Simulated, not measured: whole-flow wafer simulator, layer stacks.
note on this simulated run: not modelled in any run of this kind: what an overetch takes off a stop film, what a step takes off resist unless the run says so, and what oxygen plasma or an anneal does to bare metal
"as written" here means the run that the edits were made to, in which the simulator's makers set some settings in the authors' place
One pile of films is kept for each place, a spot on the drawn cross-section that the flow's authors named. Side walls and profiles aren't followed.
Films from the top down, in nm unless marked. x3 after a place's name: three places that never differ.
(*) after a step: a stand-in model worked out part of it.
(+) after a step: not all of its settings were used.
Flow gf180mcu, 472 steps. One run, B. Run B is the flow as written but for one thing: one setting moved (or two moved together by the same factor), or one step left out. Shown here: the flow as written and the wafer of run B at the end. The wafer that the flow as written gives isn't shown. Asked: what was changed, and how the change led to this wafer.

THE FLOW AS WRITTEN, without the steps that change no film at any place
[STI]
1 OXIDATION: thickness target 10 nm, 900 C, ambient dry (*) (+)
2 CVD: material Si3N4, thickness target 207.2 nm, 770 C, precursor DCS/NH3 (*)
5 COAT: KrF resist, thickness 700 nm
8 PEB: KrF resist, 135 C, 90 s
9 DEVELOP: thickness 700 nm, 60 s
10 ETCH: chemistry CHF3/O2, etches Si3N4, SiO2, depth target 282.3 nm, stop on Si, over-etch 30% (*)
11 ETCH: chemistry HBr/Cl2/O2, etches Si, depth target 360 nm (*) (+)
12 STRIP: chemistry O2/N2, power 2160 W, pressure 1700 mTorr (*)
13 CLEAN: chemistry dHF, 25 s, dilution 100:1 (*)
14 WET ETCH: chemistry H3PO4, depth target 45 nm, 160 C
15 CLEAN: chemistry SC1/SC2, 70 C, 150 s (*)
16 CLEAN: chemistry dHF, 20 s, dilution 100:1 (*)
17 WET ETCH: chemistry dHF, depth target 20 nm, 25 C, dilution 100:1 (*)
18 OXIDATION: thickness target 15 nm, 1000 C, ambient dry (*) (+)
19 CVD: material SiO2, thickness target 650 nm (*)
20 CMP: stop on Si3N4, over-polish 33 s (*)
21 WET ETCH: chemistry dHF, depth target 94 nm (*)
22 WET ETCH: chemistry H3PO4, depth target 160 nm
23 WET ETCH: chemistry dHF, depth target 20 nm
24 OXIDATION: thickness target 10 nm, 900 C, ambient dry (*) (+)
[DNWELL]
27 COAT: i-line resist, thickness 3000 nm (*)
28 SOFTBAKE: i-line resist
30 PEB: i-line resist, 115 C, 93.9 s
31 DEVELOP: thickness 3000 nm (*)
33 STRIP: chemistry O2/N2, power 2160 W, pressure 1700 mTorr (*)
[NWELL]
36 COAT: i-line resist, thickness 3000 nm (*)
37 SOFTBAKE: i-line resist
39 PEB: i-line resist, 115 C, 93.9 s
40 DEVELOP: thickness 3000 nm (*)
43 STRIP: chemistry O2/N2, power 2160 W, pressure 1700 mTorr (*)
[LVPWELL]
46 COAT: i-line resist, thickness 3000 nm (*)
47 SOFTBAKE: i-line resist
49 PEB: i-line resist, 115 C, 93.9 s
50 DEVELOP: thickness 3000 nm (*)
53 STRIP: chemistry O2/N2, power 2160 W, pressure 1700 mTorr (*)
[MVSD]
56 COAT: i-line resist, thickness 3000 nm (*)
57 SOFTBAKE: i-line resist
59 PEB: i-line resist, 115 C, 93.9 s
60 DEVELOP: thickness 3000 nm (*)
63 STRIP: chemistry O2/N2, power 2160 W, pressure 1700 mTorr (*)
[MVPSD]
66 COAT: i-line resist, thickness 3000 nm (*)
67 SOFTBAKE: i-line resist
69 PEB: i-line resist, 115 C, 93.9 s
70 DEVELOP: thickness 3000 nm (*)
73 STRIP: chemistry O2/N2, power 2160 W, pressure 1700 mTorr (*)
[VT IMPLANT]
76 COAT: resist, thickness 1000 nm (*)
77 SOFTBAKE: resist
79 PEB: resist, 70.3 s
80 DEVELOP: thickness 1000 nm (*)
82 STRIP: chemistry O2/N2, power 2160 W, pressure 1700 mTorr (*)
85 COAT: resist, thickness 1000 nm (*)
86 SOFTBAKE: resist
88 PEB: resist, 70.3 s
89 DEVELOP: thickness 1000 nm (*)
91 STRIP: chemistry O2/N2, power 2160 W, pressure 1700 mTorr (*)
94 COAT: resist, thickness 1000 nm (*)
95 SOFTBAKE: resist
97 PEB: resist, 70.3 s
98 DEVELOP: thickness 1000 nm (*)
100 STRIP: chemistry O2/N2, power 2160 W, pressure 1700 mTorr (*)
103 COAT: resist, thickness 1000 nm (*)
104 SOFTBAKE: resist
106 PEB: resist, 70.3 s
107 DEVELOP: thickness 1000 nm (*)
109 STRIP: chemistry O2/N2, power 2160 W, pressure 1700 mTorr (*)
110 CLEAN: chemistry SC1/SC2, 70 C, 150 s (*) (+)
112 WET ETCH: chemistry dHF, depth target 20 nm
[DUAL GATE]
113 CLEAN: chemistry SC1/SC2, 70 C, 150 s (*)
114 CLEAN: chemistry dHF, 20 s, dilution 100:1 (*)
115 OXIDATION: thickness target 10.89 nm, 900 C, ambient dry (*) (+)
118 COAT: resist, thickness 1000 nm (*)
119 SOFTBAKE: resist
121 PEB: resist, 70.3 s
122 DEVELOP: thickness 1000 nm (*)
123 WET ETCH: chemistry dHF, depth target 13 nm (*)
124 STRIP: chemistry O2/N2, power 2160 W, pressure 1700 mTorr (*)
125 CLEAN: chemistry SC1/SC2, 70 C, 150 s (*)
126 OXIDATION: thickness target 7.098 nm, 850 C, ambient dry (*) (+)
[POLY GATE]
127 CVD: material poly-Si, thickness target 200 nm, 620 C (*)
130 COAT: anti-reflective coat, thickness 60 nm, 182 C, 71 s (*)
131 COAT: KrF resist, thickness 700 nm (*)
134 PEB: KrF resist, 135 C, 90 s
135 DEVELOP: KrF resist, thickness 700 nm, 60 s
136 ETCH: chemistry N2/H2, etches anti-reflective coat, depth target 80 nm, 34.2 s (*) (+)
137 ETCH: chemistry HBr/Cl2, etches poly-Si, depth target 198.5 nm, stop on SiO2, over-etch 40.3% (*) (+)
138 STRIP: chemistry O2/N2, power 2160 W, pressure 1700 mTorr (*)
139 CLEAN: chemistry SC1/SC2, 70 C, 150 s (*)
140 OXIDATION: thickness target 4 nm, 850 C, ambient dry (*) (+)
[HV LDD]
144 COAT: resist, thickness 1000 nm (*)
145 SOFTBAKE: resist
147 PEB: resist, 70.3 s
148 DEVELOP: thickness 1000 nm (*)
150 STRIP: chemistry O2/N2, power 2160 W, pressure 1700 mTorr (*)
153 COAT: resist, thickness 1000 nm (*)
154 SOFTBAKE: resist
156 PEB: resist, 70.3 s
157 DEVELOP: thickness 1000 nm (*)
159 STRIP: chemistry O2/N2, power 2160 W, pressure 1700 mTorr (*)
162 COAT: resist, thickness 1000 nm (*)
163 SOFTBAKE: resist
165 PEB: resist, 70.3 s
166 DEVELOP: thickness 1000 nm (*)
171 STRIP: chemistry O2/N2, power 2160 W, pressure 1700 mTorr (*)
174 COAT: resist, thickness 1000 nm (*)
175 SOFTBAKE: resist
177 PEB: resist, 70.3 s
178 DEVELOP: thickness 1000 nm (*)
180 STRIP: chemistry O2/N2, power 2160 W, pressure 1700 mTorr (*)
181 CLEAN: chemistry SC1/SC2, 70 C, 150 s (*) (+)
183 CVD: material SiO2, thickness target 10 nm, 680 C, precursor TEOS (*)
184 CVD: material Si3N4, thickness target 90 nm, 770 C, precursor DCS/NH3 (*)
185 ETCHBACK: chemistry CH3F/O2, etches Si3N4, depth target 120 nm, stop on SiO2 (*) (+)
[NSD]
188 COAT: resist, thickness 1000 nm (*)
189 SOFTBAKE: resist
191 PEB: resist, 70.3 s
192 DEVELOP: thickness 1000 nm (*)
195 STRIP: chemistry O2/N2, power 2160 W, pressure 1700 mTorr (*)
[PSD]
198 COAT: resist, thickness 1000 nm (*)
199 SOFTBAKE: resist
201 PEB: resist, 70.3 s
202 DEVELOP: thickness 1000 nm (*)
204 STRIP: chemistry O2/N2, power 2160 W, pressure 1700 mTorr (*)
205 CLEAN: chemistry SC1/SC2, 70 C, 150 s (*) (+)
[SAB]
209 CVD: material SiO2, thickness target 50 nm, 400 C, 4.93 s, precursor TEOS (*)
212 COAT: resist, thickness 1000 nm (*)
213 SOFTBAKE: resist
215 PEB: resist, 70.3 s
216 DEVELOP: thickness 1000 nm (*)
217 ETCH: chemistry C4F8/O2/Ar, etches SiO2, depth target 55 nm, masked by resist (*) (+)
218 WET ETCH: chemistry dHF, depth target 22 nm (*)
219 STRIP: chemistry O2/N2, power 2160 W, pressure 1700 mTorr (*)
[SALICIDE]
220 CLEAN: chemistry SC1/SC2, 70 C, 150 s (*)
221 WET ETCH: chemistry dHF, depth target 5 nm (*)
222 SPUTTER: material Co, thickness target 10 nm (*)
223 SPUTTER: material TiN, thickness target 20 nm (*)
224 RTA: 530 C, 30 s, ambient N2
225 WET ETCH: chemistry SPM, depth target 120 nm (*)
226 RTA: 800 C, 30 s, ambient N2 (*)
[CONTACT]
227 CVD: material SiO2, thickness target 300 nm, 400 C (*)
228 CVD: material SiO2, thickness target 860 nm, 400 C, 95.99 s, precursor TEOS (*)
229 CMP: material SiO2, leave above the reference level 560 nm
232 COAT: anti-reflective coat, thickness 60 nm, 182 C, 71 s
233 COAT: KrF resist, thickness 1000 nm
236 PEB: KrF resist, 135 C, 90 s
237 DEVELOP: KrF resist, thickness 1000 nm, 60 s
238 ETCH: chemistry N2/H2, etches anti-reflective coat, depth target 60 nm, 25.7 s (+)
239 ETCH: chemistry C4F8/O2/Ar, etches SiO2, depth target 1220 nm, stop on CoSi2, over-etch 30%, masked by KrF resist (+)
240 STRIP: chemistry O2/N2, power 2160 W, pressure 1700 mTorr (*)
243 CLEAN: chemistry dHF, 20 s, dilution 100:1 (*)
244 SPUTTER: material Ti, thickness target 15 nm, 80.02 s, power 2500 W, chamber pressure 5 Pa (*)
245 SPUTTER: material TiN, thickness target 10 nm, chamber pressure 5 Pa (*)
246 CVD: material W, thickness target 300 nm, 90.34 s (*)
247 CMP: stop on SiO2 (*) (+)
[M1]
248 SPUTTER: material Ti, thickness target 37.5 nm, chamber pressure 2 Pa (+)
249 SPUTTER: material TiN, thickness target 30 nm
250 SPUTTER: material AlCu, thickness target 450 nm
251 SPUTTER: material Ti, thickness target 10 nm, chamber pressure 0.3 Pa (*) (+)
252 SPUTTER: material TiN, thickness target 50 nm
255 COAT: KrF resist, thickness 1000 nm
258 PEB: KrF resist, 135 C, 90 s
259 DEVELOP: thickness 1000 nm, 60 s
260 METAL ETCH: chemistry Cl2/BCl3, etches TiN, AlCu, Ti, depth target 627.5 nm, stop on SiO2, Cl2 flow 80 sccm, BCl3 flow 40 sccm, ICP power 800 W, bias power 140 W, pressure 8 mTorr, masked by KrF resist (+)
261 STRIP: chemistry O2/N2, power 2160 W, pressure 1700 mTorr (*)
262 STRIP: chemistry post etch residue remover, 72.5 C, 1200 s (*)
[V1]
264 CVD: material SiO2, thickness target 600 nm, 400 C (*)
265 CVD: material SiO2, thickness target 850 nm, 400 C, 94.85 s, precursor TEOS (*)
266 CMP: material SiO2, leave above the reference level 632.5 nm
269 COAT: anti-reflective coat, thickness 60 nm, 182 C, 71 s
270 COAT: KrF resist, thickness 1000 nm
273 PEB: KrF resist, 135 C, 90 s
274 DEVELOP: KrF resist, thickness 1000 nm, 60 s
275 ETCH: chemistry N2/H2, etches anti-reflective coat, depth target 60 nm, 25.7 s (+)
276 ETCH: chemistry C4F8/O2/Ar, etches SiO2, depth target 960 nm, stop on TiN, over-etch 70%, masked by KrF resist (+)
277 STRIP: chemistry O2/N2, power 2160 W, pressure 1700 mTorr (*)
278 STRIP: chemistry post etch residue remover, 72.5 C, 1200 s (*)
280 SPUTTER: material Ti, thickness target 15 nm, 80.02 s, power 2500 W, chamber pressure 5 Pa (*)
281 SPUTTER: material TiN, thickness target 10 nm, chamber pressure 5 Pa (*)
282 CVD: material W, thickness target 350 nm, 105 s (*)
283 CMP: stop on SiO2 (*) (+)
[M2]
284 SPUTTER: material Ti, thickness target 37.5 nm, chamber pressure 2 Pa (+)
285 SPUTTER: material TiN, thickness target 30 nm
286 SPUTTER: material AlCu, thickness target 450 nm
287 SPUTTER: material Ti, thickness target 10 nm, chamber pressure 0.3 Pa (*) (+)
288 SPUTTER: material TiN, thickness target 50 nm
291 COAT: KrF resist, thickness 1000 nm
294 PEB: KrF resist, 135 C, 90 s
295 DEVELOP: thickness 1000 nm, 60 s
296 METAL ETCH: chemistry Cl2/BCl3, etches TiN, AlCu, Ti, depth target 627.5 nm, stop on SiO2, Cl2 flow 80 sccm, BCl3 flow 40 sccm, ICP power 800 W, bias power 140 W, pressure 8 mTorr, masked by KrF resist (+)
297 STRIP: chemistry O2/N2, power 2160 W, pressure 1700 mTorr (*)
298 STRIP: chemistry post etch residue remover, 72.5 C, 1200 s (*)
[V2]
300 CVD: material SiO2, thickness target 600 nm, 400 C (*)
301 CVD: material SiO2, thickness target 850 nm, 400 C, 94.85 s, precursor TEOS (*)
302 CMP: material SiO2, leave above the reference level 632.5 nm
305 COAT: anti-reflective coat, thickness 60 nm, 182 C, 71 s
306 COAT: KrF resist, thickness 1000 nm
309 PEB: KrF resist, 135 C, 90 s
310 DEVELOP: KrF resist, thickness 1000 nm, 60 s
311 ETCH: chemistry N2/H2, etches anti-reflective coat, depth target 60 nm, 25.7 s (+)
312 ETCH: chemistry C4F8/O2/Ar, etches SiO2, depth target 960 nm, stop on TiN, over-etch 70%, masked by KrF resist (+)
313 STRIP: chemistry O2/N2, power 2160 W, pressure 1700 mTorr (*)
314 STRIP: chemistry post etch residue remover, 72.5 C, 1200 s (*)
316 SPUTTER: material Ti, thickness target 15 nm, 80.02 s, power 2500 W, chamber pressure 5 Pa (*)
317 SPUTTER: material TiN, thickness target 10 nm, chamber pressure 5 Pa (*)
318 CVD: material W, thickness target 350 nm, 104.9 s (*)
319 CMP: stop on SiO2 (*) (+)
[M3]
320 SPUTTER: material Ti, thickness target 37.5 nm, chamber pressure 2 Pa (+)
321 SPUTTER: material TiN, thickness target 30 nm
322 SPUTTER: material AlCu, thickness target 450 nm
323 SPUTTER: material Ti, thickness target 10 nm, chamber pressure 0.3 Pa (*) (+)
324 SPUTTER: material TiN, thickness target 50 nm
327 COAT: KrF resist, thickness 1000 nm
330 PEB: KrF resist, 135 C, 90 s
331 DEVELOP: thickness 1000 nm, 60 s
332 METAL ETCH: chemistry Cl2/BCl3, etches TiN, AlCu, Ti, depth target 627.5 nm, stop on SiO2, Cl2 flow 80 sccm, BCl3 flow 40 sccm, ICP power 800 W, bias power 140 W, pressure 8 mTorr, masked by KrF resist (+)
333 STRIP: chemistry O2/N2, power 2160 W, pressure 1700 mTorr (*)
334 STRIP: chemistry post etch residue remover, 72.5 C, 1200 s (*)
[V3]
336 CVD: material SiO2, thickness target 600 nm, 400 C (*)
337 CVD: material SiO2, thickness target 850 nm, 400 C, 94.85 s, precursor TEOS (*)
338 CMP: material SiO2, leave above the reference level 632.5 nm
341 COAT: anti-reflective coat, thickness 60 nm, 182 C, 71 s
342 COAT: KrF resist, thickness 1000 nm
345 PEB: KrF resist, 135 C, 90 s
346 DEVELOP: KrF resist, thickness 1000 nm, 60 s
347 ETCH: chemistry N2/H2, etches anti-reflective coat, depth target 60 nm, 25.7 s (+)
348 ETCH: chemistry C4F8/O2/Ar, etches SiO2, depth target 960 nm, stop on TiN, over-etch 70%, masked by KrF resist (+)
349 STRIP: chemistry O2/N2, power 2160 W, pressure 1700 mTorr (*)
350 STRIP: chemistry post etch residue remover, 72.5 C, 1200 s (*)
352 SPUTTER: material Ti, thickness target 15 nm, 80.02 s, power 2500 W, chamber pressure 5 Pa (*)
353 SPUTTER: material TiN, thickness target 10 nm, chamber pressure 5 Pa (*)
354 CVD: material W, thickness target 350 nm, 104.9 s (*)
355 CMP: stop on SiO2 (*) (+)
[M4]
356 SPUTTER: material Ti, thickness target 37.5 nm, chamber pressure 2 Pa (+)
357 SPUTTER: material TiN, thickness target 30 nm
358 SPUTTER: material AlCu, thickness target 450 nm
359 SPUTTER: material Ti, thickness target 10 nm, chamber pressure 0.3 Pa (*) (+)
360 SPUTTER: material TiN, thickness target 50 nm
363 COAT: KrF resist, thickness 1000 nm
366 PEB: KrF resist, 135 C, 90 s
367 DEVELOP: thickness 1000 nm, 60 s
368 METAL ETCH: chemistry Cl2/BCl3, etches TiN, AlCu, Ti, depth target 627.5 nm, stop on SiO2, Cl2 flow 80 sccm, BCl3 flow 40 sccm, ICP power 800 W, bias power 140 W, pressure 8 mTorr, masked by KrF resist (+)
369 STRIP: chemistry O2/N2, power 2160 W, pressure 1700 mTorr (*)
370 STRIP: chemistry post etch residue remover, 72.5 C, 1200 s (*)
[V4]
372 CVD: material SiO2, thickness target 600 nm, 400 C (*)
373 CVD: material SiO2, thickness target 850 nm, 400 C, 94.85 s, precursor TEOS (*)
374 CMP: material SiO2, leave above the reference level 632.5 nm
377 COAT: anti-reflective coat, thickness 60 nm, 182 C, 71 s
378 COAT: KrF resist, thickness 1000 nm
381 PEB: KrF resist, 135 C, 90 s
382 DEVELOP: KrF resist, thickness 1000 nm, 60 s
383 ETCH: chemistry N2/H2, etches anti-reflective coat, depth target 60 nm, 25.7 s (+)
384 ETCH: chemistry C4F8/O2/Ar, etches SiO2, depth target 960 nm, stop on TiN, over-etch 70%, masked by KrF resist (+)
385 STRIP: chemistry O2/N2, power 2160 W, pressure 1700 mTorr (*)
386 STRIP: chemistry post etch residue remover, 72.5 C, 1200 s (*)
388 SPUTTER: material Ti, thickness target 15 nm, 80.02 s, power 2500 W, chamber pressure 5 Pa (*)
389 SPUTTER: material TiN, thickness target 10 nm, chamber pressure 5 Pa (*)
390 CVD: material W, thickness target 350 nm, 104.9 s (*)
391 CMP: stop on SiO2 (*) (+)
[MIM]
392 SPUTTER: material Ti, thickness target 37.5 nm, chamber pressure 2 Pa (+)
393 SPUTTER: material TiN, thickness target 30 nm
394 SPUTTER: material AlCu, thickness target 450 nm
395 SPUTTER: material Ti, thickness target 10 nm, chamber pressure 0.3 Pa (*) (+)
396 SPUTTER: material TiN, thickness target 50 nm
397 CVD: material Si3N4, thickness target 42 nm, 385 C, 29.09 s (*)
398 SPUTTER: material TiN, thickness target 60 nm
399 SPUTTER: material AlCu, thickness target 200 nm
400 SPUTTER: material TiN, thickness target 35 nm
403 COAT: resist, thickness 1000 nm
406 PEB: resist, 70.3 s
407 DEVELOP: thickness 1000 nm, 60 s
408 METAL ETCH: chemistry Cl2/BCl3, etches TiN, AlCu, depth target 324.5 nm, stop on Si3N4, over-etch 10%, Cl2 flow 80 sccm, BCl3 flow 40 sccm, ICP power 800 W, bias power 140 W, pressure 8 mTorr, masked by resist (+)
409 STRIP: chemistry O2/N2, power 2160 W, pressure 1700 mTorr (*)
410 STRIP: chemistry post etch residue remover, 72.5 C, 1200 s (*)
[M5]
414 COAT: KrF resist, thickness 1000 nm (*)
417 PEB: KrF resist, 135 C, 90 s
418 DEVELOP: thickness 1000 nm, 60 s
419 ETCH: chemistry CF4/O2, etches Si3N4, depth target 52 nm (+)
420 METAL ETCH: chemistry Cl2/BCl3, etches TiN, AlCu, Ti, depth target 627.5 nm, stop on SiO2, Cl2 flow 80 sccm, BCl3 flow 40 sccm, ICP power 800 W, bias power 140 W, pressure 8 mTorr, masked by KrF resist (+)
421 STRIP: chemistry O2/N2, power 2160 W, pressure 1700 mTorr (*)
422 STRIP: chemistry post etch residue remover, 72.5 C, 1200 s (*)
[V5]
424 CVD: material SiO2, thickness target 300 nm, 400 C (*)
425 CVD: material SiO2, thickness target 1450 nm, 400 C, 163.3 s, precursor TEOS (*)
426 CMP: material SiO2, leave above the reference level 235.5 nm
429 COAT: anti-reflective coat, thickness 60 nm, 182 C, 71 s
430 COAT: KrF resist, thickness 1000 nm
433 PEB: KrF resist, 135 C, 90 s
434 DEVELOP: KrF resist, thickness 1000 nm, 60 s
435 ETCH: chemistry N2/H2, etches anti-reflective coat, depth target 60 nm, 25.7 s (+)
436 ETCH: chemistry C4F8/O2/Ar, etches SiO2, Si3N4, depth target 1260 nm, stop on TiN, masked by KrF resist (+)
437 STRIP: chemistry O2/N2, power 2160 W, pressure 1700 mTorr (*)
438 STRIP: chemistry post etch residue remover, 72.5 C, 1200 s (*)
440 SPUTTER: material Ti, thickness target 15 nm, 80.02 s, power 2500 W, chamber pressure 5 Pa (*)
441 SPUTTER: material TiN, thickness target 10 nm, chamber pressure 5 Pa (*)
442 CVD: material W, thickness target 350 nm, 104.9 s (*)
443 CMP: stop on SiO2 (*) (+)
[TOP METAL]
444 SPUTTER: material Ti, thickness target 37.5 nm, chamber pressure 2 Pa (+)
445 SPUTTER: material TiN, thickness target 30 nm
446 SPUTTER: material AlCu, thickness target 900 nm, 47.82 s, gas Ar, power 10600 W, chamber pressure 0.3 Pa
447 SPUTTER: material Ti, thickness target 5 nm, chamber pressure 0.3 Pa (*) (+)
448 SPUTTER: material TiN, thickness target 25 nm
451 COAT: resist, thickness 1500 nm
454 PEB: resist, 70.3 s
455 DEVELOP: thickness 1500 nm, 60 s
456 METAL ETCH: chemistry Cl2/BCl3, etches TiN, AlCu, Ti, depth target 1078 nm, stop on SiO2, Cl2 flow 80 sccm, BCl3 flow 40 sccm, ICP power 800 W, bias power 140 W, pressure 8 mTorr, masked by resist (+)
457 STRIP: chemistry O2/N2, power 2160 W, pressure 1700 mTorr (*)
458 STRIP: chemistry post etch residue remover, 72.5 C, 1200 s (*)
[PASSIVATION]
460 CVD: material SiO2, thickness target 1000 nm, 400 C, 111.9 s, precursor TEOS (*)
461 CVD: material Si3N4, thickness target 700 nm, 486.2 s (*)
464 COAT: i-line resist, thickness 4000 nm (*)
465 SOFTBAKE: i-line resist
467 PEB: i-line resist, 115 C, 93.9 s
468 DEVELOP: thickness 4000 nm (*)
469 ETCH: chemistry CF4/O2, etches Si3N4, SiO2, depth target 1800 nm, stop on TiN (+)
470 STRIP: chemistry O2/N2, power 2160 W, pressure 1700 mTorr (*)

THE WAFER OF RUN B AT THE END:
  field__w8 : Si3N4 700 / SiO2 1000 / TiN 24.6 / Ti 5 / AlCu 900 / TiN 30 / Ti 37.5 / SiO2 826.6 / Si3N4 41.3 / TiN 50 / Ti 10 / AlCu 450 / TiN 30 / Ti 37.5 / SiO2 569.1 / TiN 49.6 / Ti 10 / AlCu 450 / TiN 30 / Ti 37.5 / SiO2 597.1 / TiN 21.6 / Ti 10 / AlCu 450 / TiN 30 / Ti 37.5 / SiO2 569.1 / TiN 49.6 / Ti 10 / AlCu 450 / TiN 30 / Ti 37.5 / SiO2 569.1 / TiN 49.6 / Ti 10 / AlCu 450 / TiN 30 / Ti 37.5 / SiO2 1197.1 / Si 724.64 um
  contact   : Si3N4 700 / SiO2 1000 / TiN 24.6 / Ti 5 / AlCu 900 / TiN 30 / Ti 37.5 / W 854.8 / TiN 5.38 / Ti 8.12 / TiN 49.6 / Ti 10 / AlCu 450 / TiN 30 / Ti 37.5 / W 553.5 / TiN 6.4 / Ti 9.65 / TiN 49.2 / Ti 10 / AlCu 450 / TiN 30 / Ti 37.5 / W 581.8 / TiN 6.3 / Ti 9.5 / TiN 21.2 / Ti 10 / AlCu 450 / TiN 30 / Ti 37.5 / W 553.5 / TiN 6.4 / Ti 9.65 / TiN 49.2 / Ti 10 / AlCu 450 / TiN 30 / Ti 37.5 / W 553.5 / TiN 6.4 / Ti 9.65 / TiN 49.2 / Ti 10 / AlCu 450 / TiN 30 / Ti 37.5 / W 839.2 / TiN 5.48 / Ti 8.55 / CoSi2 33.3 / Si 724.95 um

The cause: step 324, SPUTTER: thickness target 22 nm was run, where the flow has thickness target 50 nm.

How the change led to this, step by step:
  324 SPUTTER: material TiN, thickness target 50 nm
      field, field__w1, field__w2 and 108 more: TiN +22 (new film) (as written it would be: TiN +50 (new film))
  332 METAL ETCH: chemistry Cl2/BCl3, etches TiN, AlCu, Ti, depth target 627.5 nm, stop on SiO2, Cl2 flow 80 sccm, BCl3 flow 40 sccm, ICP power 800 W, bias power 140 W, pressure 8 mTorr, masked by KrF resist (+)
      field, field__w1, field__w2 and 103 more: TiN -22 (all of it), Ti -10 (all of it), AlCu -450 (all of it), TiN -30 (all of it), Ti -37.5 (all of it) (as written it would be: TiN -50 (all of it), Ti -10 (all of it), AlCu -450 (all of it), TiN -30 (all of it), Ti -37.5 (all of it))
  338 CMP: material SiO2, leave above the reference level 632.5 nm
      field__w8, contact, m1, m1__w1, m1_nw: SiO2 -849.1 (as written it would be: SiO2 -877.1)
  348 ETCH: chemistry C4F8/O2/Ar, etches SiO2, depth target 960 nm, stop on TiN, over-etch 70%, masked by KrF resist (+)
      contact: SiO2 -600.5 (all of it) (as written it would be: SiO2 -572.5 (all of it))
  354 CVD: material W, thickness target 350 nm, 104.9 s (*)
      contact: W +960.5 (new film) (as written it would be: W +932.3 (new film))
